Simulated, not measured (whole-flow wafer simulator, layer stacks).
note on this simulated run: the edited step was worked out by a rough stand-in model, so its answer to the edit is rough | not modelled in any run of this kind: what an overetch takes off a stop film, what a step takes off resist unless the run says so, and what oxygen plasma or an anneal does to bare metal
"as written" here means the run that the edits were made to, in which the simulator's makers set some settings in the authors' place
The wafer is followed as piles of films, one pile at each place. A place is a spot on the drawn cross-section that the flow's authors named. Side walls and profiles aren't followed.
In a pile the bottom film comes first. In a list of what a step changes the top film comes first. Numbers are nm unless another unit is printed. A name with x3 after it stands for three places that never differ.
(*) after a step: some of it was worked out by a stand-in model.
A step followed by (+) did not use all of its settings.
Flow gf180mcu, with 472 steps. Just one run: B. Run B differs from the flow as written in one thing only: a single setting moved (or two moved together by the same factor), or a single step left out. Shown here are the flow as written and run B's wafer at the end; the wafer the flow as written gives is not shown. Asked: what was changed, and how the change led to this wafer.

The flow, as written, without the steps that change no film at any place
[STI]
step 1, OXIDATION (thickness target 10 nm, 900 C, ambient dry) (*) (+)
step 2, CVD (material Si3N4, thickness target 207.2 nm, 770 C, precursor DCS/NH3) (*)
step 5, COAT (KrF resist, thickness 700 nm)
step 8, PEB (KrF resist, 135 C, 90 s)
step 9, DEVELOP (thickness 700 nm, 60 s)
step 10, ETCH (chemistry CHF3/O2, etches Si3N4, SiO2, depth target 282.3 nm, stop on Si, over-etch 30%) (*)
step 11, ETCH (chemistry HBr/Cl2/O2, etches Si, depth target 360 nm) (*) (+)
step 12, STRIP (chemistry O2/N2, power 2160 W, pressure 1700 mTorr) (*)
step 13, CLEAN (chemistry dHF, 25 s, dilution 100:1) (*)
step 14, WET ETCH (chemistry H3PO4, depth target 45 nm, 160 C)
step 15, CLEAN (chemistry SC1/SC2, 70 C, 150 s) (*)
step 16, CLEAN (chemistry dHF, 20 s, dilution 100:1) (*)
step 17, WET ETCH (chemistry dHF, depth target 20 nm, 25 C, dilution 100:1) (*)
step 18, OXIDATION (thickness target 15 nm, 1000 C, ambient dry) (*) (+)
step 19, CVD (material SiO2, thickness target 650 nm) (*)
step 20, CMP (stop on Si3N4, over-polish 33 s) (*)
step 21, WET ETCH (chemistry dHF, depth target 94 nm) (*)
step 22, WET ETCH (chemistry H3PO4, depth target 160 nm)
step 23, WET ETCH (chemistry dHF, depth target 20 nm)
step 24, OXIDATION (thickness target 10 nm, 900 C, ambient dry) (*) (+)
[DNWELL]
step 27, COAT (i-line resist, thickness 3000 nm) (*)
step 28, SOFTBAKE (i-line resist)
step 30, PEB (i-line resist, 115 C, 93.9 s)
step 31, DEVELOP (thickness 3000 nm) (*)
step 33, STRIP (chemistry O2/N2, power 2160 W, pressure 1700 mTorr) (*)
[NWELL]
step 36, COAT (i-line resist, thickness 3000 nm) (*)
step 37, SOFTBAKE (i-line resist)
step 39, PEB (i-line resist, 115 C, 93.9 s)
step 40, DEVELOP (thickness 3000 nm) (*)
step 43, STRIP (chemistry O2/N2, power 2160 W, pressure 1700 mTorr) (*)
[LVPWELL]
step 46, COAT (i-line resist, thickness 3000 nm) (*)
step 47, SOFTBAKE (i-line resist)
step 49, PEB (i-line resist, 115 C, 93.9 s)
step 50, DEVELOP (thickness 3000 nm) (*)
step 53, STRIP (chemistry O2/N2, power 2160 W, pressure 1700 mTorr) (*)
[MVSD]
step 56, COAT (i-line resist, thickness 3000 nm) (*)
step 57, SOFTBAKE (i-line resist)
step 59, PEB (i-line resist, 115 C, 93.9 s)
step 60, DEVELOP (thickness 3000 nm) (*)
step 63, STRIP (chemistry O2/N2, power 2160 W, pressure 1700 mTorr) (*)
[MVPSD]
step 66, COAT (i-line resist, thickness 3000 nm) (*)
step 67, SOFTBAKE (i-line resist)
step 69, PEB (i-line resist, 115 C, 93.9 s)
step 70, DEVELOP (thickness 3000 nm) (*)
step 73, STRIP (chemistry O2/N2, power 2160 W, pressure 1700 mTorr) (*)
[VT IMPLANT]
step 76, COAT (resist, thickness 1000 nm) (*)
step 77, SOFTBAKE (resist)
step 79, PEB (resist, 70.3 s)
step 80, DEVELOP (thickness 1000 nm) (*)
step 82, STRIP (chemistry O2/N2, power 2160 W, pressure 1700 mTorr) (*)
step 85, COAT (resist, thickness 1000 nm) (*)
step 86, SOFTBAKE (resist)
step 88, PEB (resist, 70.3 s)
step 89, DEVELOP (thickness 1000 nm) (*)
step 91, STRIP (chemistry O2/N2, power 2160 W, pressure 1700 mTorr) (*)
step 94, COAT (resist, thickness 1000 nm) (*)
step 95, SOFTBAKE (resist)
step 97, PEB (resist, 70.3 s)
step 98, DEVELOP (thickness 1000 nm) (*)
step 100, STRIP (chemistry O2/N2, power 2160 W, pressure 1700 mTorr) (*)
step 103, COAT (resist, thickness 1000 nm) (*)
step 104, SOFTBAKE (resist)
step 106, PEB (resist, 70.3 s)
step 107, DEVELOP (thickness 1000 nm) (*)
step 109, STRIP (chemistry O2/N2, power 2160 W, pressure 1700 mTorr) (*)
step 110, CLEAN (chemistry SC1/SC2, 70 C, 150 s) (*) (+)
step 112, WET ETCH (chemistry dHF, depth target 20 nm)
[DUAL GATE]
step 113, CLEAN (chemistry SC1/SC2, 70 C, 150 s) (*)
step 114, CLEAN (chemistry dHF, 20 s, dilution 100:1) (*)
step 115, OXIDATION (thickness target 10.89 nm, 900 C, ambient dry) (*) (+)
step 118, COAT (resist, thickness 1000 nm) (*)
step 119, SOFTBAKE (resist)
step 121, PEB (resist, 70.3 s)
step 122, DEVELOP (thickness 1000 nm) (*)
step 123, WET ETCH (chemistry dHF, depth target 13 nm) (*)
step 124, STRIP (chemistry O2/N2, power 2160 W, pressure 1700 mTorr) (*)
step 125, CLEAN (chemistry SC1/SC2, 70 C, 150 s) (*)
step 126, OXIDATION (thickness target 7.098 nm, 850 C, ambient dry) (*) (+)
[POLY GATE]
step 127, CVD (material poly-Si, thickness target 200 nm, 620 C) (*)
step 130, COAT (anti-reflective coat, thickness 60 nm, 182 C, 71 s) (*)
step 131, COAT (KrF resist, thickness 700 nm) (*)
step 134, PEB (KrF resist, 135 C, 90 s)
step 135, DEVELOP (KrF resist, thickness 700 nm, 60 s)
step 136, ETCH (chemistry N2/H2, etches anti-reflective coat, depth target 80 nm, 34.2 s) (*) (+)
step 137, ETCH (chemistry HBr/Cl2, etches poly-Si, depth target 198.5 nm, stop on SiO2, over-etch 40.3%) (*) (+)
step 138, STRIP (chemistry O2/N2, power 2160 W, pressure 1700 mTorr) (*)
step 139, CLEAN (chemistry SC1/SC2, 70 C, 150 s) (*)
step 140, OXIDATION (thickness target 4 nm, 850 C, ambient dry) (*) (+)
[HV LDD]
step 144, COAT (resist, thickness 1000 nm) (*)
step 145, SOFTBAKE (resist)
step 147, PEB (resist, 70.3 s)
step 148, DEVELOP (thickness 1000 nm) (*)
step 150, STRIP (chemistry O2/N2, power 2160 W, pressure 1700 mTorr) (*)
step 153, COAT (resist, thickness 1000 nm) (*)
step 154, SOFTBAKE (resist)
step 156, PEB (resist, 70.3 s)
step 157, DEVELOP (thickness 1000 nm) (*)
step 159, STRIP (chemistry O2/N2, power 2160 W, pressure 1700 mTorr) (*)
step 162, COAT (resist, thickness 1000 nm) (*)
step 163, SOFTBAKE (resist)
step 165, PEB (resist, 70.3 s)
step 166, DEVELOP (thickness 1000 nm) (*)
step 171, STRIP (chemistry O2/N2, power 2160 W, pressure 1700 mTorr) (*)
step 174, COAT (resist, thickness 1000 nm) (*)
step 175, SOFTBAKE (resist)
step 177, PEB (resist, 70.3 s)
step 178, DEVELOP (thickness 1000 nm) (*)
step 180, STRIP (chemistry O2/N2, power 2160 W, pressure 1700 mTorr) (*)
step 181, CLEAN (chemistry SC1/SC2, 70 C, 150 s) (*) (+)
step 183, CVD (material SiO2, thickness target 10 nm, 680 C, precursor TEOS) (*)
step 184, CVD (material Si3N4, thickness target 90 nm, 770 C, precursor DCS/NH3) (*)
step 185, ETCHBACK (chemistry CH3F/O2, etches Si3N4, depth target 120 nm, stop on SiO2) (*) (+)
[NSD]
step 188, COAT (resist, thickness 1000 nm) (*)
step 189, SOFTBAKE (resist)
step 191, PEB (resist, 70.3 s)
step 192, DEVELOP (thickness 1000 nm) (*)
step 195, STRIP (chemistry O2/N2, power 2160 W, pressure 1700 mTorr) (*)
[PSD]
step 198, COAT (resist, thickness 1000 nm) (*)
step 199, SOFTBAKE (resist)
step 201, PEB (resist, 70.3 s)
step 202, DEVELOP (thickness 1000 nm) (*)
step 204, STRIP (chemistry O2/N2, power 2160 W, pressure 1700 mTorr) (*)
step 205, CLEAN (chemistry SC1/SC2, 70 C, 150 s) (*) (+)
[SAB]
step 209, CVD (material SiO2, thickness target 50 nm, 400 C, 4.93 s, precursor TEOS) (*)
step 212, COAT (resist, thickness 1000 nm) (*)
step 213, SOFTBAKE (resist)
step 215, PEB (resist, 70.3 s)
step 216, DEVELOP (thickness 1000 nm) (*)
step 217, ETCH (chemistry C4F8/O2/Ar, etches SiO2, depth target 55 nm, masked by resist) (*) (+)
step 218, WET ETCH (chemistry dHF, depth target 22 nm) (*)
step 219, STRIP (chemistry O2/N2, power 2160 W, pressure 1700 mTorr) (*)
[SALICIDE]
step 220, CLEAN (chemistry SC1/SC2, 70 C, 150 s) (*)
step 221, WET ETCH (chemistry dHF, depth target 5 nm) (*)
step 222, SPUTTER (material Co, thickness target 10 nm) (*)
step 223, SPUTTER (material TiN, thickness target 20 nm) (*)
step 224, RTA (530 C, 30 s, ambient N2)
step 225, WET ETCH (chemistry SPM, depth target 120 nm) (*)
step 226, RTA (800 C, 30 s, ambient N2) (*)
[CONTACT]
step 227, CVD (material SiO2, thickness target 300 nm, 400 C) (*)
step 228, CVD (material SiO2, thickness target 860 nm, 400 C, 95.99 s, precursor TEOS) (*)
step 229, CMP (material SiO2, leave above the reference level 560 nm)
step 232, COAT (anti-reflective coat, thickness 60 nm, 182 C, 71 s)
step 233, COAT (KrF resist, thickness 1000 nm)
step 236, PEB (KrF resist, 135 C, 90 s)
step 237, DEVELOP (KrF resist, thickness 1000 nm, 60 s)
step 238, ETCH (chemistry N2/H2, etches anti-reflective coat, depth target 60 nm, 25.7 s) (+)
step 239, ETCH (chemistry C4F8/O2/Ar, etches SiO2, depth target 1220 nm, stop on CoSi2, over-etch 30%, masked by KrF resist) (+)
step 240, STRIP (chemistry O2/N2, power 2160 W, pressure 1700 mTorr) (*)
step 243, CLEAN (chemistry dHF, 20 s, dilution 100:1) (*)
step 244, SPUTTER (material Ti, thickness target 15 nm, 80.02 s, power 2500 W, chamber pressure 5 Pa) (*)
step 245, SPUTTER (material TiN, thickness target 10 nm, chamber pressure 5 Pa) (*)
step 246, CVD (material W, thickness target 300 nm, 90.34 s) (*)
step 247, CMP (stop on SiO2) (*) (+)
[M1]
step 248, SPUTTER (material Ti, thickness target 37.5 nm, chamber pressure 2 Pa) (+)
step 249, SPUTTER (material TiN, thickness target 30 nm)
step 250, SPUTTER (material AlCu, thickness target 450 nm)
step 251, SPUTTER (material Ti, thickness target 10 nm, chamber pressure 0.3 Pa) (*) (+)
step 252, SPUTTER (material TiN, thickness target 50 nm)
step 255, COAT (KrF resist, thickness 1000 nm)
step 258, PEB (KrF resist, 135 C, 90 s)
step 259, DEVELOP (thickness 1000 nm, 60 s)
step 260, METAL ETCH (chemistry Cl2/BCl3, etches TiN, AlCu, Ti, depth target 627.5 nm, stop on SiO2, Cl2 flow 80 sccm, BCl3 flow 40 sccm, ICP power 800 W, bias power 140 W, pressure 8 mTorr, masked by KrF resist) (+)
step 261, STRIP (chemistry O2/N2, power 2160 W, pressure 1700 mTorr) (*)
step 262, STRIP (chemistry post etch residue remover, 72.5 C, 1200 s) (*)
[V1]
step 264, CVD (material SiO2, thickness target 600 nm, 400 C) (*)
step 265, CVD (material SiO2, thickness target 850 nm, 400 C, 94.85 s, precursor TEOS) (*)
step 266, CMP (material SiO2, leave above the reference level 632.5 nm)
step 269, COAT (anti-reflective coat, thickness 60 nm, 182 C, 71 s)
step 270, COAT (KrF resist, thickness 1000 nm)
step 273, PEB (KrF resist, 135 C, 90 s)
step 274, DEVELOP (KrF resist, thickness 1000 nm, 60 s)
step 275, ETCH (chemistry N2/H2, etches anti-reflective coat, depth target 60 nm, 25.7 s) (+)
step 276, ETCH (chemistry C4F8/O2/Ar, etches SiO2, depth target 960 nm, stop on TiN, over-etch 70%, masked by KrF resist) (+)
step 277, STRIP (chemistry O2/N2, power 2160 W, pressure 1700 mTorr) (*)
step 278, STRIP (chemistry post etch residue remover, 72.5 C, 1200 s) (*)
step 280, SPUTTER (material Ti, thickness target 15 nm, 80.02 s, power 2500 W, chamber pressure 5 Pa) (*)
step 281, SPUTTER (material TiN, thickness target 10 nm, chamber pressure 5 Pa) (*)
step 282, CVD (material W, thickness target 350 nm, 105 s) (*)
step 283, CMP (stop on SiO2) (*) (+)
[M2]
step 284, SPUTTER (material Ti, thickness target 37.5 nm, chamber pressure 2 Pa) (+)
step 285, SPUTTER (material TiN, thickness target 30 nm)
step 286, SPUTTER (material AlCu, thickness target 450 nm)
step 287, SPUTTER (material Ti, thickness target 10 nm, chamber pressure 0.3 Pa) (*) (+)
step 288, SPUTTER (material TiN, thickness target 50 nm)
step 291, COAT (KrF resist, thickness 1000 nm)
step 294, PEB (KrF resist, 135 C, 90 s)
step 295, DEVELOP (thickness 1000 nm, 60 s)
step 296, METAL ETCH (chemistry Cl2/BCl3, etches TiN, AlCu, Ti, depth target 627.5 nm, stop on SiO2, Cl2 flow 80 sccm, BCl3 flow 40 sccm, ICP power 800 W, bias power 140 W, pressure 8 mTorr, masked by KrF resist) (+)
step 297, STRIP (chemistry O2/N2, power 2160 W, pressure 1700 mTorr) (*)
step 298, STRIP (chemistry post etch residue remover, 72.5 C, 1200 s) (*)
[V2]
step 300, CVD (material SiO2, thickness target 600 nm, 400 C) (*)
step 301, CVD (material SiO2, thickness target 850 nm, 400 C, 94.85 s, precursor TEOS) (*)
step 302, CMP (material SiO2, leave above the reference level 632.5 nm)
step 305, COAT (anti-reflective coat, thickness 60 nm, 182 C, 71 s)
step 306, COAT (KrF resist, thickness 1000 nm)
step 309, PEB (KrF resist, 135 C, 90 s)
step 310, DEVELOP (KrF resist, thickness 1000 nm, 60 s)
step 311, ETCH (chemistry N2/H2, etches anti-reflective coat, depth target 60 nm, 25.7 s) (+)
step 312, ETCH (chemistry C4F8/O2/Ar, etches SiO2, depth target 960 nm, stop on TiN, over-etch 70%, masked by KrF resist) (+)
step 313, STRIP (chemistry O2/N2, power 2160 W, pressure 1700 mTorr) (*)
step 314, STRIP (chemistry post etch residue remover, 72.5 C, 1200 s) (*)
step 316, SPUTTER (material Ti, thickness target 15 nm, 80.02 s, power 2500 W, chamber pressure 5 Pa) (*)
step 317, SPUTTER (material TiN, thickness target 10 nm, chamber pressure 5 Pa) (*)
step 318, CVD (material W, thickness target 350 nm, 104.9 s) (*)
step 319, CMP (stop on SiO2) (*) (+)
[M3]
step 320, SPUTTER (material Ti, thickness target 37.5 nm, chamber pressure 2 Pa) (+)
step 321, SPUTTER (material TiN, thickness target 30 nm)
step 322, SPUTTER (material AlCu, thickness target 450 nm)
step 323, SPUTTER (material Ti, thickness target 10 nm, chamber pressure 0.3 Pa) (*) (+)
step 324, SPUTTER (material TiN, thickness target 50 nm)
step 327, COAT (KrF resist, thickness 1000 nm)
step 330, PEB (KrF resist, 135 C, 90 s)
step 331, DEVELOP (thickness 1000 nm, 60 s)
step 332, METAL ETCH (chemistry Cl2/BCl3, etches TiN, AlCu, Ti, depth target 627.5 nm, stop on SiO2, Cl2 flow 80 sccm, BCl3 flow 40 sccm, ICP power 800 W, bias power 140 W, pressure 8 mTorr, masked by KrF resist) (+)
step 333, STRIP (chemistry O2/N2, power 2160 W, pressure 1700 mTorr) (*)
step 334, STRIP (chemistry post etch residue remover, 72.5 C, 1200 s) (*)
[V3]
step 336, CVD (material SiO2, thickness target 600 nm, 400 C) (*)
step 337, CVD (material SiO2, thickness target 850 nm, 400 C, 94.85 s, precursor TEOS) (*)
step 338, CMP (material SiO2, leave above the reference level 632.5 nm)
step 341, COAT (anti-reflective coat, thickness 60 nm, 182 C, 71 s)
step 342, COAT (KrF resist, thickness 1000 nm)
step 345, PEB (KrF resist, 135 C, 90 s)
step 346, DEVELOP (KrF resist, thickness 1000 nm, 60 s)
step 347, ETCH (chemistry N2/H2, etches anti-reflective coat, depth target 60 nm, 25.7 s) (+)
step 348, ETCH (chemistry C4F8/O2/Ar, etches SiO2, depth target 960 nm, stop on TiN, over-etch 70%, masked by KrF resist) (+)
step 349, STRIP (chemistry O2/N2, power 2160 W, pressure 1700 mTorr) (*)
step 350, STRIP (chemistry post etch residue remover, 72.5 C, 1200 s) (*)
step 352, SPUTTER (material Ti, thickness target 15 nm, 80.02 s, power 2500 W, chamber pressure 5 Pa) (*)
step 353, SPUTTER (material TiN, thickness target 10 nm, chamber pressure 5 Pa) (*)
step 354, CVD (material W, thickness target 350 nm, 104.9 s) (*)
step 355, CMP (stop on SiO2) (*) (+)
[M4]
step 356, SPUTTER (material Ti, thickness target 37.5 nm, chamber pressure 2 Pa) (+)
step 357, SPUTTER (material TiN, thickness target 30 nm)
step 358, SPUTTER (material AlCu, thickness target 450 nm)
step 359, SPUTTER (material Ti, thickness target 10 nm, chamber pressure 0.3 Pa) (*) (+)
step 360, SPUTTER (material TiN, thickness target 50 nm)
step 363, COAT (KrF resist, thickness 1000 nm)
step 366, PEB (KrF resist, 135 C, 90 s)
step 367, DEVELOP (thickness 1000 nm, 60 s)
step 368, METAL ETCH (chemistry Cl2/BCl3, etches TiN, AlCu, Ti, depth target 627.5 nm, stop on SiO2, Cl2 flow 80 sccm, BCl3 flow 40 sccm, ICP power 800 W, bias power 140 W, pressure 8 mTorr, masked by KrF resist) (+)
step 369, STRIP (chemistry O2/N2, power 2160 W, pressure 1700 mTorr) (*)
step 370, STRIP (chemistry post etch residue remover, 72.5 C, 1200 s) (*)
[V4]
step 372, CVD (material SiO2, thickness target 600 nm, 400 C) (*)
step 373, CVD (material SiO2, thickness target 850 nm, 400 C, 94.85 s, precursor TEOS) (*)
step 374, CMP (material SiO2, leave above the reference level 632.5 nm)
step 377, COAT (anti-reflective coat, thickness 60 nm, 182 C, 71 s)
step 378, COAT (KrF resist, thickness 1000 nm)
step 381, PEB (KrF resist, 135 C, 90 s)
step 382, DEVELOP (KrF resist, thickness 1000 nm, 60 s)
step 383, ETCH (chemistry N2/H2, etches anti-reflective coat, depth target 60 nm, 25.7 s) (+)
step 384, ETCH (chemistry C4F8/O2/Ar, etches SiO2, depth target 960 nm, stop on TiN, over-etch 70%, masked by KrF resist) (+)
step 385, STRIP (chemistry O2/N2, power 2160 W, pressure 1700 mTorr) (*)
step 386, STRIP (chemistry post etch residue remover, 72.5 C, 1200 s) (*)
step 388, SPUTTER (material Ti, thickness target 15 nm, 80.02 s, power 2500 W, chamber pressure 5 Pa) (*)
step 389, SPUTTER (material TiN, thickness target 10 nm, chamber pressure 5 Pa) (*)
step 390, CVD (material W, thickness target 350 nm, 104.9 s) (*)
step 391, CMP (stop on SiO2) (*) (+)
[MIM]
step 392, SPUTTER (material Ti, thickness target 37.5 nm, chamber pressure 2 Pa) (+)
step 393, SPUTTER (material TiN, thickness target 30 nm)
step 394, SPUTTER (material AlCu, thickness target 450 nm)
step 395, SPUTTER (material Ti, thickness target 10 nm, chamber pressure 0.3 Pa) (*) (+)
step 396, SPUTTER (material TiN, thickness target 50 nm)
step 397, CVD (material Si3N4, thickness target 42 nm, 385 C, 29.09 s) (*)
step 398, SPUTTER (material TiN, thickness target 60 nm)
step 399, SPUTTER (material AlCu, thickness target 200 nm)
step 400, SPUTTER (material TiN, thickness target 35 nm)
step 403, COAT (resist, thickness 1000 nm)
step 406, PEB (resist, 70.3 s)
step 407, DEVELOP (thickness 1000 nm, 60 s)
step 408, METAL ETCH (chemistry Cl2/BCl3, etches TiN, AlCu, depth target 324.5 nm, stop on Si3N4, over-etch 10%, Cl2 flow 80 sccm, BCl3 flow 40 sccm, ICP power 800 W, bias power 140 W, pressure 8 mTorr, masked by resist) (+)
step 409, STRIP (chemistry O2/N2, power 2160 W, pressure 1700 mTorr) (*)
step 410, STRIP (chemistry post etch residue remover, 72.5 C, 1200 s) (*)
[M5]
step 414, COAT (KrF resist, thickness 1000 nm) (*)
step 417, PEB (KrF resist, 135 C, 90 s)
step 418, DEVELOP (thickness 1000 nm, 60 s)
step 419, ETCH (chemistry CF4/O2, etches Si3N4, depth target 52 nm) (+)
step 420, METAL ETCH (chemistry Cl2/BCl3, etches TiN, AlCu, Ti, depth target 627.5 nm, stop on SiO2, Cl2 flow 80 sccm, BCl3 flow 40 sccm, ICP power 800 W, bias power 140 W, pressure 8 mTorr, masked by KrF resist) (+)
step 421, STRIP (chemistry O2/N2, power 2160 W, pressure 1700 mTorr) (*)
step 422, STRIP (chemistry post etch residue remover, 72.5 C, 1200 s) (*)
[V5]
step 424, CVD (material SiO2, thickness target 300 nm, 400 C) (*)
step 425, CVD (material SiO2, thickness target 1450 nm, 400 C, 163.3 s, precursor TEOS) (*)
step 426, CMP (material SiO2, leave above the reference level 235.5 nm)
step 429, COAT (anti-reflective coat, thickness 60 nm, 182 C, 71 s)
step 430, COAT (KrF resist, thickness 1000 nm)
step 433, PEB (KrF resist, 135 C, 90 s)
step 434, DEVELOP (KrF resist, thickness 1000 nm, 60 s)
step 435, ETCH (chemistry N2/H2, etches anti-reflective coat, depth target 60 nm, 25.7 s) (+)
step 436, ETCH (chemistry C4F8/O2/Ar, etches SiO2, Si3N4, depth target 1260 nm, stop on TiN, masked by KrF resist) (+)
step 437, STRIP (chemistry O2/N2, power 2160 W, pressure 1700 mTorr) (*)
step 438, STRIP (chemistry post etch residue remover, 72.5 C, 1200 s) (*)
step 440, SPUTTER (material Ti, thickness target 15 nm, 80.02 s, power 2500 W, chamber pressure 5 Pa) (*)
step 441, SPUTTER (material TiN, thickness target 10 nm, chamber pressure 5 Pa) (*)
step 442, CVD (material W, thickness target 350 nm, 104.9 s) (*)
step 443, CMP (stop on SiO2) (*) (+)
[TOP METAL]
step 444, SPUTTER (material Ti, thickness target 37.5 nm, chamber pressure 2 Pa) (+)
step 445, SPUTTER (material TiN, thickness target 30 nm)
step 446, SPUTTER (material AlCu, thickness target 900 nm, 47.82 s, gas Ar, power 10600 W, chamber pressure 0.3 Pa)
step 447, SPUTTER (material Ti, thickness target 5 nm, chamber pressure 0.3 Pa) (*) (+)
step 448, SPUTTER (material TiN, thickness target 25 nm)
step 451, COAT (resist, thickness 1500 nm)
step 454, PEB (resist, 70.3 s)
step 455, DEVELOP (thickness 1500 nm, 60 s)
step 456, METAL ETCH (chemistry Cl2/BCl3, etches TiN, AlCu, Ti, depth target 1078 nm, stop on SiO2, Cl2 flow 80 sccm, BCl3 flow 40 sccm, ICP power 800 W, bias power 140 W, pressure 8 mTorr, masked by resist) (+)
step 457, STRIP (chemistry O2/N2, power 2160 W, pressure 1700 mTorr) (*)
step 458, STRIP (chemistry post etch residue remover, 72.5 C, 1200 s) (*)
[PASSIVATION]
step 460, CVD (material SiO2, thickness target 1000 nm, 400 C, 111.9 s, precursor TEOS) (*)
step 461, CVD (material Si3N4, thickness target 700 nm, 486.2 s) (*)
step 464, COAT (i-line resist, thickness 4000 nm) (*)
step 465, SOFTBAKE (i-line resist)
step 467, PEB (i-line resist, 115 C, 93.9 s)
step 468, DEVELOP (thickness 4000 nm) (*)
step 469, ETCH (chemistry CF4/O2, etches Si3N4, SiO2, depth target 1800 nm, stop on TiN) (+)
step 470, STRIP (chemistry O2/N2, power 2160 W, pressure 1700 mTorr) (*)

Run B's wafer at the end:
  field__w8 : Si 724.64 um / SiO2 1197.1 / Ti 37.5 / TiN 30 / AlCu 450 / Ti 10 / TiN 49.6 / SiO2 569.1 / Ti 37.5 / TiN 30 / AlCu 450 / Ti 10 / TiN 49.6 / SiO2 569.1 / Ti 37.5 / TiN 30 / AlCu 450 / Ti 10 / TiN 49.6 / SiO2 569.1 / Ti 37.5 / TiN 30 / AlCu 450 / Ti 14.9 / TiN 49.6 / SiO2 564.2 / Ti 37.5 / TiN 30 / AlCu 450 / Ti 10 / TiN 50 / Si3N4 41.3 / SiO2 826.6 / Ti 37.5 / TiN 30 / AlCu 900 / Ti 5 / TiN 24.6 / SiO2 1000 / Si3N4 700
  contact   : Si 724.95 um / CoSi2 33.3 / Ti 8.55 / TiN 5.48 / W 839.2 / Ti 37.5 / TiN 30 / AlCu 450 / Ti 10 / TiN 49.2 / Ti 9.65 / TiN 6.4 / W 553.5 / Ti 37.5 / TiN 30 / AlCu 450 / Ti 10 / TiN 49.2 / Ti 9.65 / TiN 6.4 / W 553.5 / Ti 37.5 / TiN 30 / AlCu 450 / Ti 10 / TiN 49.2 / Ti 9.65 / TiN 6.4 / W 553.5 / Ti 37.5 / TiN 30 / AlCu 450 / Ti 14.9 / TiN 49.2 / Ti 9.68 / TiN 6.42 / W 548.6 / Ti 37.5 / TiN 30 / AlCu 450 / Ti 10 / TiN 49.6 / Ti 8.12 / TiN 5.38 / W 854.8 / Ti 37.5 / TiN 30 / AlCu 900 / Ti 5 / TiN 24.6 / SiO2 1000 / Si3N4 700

The reason: step 359, SPUTTER: thickness target 14.9 nm was run, though the flow has thickness target 10 nm.
One can read it off the wafer: field__w8 has Ti 14.9, and step 359 as written asks for 10 nm.

How this came from the change, step by step:
  step 359, SPUTTER (material Ti, thickness target 10 nm, chamber pressure 0.3 Pa) (*) (+)
      field, field__w1, field__w2 and 108 more: Ti gains 14.9 (new film) (in the flow as written it would be: Ti gains 10 (new film))
  step 368, METAL ETCH (chemistry Cl2/BCl3, etches TiN, AlCu, Ti, depth target 627.5 nm, stop on SiO2, Cl2 flow 80 sccm, BCl3 flow 40 sccm, ICP power 800 W, bias power 140 W, pressure 8 mTorr, masked by KrF resist) (+)
      field, field__w1, field__w2 and 103 more: TiN loses 50 (all of it), Ti loses 14.9 (all of it), AlCu loses 450 (all of it), TiN loses 30 (all of it), Ti loses 37.5 (all of it) (in the flow as written it would be: TiN loses 50 (all of it), Ti loses 10 (all of it), AlCu loses 450 (all of it), TiN loses 30 (all of it), Ti loses 37.5 (all of it))
